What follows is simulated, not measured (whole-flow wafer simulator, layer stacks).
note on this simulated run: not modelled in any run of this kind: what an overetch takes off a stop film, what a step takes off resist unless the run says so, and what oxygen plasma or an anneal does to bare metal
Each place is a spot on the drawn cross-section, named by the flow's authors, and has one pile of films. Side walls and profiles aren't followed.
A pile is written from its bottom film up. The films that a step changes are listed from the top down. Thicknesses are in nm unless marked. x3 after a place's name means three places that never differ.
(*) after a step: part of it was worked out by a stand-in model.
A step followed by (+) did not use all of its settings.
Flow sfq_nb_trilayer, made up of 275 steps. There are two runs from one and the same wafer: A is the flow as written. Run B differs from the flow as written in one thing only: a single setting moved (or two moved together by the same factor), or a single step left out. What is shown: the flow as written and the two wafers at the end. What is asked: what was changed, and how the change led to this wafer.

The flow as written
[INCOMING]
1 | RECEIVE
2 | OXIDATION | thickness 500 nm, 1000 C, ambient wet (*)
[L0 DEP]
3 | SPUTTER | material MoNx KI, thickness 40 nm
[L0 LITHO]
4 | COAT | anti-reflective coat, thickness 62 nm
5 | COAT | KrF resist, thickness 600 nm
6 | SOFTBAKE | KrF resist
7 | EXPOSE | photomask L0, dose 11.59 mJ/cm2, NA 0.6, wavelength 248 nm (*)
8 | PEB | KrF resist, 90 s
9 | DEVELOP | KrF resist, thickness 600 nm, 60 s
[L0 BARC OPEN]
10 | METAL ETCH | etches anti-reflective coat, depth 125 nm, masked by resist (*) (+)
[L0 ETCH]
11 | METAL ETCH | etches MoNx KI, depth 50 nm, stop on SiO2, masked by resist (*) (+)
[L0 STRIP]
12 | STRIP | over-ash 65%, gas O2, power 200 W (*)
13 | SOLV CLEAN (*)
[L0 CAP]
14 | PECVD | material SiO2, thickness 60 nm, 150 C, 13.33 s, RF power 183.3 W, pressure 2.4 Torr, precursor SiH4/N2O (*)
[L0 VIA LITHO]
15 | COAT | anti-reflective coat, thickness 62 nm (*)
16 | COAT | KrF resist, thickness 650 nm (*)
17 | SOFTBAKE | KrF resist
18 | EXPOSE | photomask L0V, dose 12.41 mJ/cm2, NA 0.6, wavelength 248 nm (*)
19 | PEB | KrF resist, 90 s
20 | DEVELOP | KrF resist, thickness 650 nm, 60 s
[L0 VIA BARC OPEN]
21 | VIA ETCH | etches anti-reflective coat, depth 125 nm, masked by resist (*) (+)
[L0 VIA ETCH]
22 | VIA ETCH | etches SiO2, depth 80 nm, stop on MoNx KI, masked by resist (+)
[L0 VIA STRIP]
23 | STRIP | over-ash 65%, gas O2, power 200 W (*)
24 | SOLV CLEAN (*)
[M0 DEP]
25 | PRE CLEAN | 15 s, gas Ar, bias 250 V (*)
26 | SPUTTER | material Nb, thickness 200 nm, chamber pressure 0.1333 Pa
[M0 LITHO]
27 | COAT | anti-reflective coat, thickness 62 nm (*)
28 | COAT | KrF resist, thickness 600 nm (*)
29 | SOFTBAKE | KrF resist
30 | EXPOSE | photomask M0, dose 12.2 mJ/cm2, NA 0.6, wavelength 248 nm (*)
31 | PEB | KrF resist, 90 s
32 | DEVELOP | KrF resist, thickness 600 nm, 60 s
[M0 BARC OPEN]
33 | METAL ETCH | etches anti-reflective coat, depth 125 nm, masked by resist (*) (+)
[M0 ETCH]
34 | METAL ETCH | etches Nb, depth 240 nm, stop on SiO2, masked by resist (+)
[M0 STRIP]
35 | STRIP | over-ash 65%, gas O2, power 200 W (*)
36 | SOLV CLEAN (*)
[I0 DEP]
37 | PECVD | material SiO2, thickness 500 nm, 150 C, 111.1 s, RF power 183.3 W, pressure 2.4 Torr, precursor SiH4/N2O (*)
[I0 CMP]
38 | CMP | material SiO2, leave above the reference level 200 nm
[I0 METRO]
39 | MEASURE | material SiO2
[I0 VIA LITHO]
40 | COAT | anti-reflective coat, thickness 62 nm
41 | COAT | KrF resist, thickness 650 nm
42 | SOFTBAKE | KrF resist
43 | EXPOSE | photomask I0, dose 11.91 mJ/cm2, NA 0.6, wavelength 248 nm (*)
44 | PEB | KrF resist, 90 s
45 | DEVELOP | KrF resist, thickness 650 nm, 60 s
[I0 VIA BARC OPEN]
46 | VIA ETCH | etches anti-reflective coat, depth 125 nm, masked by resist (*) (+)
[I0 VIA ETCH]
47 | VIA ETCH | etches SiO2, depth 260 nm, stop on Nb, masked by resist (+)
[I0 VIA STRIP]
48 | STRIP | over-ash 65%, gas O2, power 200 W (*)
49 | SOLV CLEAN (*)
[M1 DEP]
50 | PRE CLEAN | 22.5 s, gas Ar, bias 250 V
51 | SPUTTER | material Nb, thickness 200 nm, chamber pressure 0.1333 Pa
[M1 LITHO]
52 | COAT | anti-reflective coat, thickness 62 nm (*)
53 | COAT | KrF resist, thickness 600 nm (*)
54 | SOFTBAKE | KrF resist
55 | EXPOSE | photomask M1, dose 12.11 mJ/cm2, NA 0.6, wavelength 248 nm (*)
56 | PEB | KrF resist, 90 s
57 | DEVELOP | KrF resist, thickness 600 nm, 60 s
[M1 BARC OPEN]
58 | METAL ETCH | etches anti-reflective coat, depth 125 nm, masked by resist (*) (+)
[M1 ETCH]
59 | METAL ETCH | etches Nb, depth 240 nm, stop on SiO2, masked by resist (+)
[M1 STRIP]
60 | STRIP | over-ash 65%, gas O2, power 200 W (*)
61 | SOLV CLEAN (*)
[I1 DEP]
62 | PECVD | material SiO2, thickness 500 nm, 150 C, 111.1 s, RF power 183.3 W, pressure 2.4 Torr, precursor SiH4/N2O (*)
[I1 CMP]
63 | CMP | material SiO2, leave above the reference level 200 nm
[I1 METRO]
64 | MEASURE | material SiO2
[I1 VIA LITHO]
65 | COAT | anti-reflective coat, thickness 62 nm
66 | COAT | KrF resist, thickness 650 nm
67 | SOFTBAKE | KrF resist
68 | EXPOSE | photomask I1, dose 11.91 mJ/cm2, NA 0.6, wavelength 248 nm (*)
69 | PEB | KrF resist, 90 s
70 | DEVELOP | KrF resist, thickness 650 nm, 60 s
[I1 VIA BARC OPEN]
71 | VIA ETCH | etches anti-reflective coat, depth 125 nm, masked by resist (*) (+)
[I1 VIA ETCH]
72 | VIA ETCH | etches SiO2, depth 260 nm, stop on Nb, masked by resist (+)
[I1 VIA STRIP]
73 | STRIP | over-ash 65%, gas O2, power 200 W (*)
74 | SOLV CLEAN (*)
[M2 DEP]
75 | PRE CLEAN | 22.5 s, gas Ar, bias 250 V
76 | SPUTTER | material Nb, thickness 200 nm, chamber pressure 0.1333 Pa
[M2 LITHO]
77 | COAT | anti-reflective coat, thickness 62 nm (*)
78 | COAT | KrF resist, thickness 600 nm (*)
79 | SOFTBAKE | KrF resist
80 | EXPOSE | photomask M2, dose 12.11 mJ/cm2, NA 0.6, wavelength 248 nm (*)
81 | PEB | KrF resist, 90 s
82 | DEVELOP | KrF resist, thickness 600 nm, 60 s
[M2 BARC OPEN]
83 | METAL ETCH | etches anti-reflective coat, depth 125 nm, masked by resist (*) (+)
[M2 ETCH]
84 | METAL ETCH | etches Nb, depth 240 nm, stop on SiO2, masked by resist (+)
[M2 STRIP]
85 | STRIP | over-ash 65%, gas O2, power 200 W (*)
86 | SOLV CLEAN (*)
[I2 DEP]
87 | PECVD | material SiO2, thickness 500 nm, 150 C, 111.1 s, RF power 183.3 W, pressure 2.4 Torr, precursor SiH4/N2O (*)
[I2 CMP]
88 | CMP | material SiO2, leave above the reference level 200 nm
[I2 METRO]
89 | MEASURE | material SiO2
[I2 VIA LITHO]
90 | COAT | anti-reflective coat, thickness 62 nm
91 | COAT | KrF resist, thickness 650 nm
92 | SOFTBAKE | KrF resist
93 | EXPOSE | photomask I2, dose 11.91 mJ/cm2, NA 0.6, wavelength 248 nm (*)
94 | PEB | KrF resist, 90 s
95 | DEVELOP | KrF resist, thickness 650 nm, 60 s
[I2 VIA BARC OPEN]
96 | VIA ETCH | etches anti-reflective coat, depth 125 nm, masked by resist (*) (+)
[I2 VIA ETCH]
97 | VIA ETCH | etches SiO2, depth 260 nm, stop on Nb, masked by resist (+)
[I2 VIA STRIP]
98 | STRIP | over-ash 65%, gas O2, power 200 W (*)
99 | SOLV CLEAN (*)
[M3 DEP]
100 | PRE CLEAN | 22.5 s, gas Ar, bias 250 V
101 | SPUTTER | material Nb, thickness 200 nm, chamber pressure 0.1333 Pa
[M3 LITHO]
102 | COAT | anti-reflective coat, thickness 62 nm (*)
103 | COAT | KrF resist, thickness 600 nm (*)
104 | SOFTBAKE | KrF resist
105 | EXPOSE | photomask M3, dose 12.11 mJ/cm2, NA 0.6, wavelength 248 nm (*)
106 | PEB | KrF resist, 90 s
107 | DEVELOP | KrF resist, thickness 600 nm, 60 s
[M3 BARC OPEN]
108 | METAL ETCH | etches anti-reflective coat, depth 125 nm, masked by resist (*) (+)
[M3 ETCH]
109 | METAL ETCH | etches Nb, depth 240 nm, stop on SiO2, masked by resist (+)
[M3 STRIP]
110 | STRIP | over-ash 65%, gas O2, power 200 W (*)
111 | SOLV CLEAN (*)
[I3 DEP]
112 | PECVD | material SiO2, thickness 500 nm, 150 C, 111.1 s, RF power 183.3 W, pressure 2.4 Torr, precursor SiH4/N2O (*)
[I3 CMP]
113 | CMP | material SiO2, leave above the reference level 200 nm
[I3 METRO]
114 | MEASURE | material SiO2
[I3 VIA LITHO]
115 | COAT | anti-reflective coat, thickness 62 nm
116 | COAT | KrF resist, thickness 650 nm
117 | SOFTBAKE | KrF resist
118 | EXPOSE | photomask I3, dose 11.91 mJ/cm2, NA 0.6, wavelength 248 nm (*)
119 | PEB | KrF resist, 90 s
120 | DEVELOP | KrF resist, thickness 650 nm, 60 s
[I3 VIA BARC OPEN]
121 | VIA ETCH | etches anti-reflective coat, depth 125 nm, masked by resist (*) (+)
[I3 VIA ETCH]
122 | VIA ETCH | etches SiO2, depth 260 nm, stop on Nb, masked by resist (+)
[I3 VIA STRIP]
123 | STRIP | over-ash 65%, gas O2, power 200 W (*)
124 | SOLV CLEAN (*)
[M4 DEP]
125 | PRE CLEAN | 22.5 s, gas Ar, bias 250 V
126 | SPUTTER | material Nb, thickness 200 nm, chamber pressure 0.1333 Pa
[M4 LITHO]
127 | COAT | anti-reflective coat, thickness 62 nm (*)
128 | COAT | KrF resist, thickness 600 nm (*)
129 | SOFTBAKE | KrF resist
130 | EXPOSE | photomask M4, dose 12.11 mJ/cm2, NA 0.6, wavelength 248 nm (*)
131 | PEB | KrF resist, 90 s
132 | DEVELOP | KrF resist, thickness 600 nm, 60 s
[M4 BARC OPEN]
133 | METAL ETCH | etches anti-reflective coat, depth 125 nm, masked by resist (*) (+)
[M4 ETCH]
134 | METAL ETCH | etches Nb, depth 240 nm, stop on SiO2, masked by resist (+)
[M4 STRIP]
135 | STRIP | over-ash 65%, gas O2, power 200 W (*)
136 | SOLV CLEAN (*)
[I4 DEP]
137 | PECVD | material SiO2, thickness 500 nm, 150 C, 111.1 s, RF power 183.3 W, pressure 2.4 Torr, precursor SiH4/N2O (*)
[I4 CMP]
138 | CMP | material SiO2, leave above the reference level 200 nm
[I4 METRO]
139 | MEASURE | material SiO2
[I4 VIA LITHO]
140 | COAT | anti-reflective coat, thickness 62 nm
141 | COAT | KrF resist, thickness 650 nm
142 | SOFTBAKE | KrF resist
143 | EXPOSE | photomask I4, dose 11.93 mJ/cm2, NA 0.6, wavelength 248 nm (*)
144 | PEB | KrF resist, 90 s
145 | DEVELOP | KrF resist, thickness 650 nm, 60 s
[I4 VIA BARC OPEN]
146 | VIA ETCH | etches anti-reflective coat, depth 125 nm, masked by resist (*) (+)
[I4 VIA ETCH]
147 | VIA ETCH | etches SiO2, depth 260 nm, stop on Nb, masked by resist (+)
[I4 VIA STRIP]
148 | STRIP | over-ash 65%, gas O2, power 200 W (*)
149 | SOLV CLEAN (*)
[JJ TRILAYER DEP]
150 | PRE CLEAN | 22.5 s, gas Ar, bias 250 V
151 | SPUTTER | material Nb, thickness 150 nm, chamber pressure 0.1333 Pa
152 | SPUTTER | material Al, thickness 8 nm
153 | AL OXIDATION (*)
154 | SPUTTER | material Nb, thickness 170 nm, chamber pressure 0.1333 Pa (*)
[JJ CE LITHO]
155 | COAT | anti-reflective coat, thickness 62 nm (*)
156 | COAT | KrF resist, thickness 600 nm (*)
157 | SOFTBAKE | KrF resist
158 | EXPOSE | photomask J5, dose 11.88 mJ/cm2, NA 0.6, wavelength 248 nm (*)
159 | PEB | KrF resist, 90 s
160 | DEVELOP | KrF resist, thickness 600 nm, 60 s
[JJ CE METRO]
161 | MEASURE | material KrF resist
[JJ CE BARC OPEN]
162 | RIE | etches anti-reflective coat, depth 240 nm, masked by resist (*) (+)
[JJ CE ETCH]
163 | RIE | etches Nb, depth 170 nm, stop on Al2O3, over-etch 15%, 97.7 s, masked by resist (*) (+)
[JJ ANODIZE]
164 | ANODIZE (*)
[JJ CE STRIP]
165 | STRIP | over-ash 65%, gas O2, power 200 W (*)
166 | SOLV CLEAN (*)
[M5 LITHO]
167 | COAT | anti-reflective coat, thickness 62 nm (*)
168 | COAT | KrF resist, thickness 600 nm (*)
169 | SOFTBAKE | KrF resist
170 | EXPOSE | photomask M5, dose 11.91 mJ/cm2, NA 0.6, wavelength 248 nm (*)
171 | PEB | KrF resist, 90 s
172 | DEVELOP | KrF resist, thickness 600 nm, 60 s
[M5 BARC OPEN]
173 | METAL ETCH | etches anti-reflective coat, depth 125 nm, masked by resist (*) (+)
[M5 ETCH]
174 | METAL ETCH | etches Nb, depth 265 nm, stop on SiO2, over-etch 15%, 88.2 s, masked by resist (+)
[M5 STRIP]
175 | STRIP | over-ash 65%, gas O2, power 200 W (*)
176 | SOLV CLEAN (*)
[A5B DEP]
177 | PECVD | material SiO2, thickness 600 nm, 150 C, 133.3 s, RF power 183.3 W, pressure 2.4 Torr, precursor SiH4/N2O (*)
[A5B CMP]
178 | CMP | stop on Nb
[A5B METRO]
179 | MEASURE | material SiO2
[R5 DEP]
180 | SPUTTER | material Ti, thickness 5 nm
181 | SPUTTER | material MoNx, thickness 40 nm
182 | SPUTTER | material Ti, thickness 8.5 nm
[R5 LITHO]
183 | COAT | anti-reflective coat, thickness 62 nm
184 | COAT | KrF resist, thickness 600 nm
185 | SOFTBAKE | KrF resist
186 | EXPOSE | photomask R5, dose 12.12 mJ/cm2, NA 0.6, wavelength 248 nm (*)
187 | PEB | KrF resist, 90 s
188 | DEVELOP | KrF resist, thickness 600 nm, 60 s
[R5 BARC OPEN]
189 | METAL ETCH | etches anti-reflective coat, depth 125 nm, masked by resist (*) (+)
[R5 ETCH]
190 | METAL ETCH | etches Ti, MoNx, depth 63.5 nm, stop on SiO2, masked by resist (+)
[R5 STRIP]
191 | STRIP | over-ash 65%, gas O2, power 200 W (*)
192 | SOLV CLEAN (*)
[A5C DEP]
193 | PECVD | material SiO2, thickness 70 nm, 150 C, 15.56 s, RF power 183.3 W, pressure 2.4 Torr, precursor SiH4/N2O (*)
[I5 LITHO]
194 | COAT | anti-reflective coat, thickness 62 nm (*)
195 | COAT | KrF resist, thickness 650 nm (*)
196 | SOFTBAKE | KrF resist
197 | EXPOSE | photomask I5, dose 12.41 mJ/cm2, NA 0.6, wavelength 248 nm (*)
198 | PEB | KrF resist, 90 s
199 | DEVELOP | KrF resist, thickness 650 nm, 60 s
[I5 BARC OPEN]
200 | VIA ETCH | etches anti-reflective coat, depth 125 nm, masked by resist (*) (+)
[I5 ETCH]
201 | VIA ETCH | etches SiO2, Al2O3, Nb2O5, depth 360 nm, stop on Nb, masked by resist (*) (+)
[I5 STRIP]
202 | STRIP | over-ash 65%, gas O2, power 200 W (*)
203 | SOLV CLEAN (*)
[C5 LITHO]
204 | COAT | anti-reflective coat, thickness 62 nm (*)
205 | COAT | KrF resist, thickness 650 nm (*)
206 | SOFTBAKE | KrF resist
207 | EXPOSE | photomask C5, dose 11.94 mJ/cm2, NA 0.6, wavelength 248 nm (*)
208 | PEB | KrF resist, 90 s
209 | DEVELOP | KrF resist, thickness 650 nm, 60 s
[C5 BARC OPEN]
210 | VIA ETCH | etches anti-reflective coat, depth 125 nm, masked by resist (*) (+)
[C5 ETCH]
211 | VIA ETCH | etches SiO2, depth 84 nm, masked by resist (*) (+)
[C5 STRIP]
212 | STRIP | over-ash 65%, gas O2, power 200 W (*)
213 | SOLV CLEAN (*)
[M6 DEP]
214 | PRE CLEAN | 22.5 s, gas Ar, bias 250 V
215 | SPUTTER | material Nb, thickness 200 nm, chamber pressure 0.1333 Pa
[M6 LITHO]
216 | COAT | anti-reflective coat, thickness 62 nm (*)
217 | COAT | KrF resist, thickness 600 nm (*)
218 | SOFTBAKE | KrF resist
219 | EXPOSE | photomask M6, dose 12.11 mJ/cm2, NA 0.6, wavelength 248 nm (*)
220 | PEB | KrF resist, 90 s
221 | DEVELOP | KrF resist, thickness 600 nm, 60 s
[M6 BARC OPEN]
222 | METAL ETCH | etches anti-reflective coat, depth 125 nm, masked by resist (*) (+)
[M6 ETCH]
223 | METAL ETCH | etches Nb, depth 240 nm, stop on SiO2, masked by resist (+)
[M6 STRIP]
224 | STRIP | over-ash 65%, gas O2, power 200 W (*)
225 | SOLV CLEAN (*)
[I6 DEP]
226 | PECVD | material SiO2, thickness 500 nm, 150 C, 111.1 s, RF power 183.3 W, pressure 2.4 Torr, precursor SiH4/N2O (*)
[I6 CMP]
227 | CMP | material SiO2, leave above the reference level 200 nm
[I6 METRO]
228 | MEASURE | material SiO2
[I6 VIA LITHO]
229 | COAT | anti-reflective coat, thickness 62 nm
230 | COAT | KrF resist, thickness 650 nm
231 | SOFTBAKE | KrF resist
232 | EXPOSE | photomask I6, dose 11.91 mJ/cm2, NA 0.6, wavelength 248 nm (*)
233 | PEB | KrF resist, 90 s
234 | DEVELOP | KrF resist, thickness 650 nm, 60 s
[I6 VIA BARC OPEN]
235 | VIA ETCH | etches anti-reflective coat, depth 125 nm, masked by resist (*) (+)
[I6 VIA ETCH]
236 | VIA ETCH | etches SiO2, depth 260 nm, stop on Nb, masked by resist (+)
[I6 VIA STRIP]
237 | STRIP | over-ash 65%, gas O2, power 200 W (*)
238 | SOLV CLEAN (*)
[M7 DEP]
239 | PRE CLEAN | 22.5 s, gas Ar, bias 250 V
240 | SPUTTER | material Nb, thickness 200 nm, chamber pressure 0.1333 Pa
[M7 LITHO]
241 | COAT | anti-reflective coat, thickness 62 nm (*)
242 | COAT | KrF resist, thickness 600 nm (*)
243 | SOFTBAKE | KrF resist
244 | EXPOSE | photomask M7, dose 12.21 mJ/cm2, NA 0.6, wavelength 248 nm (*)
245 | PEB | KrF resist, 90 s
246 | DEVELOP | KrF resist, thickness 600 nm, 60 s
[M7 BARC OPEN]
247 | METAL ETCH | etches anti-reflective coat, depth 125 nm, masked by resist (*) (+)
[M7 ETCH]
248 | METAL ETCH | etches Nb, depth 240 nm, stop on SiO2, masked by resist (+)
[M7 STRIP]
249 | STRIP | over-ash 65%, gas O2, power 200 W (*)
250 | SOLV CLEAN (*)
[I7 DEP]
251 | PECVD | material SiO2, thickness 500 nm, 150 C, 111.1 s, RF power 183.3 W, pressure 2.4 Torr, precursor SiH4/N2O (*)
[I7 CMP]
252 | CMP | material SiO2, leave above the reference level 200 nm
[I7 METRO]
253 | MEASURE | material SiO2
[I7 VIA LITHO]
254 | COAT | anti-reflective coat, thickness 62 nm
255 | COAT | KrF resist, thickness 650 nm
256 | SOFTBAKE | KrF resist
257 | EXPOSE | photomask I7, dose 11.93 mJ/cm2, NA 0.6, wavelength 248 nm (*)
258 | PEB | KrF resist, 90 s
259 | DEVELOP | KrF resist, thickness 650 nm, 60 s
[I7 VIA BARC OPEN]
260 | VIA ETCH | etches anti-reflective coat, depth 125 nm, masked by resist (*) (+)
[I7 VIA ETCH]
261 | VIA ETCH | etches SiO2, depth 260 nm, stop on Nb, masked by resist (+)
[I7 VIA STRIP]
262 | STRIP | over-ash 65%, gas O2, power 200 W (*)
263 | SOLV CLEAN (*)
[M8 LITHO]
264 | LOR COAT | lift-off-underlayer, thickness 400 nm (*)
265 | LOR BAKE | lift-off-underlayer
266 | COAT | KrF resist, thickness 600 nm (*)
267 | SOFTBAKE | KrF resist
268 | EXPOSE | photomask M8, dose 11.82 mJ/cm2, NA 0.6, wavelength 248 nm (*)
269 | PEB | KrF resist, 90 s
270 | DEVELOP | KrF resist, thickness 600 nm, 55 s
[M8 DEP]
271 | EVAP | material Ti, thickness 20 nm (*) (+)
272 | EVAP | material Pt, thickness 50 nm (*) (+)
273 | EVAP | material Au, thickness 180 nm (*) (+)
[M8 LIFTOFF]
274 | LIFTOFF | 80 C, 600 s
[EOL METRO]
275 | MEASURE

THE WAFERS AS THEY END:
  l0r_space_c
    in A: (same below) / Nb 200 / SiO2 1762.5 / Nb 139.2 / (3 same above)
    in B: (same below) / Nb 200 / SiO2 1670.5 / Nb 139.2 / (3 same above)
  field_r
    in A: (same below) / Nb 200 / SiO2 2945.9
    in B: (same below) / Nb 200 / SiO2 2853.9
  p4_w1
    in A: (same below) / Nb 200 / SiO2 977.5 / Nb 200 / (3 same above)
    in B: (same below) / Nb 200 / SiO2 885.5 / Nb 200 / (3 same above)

What caused this: step 88, CMP: leave above the reference level 108 nm was run, while the flow as written has leave above the reference level 200 nm.

How this came from the change, step by step:
  88 | CMP | material SiO2, leave above the reference level 200 nm
      field_l, be, be_sur and 81 more: A SiO2 loses 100 | B SiO2 loses 192
      v_sur, via_wl, via_w and 18 more: A SiO2 loses 300 | B SiO2 loses 392
      (and at 1 other place as well)
  97 | VIA ETCH | etches SiO2, depth 260 nm, stop on Nb, masked by resist (+)
      field_l, v_sur, via_wl and 102 more: A KrF resist loses 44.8 | B KrF resist loses 27.9
      via_w: A SiO2 loses 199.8 (all of it) | B SiO2 loses 107.8 (all of it)
  98 | STRIP | over-ash 65%, gas O2, power 200 W (*)
      field_l, v_sur, via_wl and 102 more: A KrF resist loses 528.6 (all of it), anti-reflective coat loses 62 (all of it) | B KrF resist loses 545.5 (all of it), anti-reflective coat loses 62 (all of it)
  101 | SPUTTER | material Nb, thickness 200 nm, chamber pressure 0.1333 Pa
      via_w: A Nb gains 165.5 | B Nb gains 186
  102 | COAT | anti-reflective coat, thickness 62 nm (*)
      via_wl, via_wr: A anti-reflective coat gains 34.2 (new film) | B anti-reflective coat gains 32 (new film)
      v_sur: A anti-reflective coat gains 61.1 (new film) | B anti-reflective coat gains 56.7 (new film)
      (and at 2 other places as well)
  103 | COAT | KrF resist, thickness 600 nm (*)
      via_wl: A KrF resist gains 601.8 (new film) | B KrF resist gains 614.9 (new film)
      via_w: A KrF resist gains 737.9 (new film) | B KrF resist gains 655.8 (new film)
      (and at 1 other place as well)
  110 | STRIP | over-ash 65%, gas O2, power 200 W (*)
      v_sur: A KrF resist loses 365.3 (all of it), anti-reflective coat loses 61.1 (all of it) | B KrF resist loses 376.6 (all of it), anti-reflective coat loses 56.7 (all of it)
      via_wl: A KrF resist loses 384.2 (all of it), anti-reflective coat loses 34.2 (all of it) | B KrF resist loses 397.2 (all of it), anti-reflective coat loses 32 (all of it)
      (and at 3 other places as well)
  112 | PECVD | material SiO2, thickness 500 nm, 150 C, 111.1 s, RF power 183.3 W, pressure 2.4 Torr, precursor SiH4/N2O (*)
      via_w: A SiO2 gains 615 (new film) | B SiO2 gains 500 (new film)
